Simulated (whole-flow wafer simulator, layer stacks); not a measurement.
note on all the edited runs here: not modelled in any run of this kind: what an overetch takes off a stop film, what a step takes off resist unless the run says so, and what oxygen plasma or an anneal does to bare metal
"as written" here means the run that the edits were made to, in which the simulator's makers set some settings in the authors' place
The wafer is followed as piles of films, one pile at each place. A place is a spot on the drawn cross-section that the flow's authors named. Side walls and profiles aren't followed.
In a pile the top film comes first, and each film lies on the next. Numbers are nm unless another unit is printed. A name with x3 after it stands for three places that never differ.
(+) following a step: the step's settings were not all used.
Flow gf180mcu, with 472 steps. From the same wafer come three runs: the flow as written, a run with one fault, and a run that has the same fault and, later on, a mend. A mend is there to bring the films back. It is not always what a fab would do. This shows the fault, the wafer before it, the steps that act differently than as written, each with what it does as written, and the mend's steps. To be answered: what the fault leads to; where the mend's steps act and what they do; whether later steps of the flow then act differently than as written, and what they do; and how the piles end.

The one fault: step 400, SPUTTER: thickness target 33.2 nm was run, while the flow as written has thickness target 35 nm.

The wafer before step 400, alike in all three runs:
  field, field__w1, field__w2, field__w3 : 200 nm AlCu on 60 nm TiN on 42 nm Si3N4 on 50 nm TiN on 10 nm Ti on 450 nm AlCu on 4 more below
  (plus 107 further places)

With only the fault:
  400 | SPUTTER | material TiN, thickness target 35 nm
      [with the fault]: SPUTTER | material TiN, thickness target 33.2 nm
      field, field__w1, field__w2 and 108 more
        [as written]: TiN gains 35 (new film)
        [with the fault]: TiN gains 33.2 (new film)
  Later steps of the flow acting differently than as written (10 other steps are not shown; they differ only slightly, by no more than 2% or 0.5 nm, whichever is larger):
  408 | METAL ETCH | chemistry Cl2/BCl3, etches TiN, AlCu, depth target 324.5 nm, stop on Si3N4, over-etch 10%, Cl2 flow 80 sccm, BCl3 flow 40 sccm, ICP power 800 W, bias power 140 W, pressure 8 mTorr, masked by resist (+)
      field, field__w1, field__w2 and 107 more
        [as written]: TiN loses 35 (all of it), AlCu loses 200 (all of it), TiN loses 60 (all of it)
        [with the fault]: TiN loses 33.2 (all of it), AlCu loses 200 (all of it), TiN loses 60 (all of it)
  By the end, the piles at mim depart from the flow's by more than 2% or 0.5 nm, whichever is larger.
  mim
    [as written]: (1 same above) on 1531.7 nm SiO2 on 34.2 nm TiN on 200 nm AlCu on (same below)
    [with the fault]: (1 same above) on 1531.7 nm SiO2 on 32.4 nm TiN on 200 nm AlCu on (same below)

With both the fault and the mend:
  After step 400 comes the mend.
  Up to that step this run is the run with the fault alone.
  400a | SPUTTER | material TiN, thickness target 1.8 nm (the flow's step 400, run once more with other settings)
      field, field__w1, field__w2 and 108 more
        TiN gains 1.8
  Later steps of the flow that are run all act as written at every place that is followed.
  By the end, the piles equal the flow's at every place that both follow.
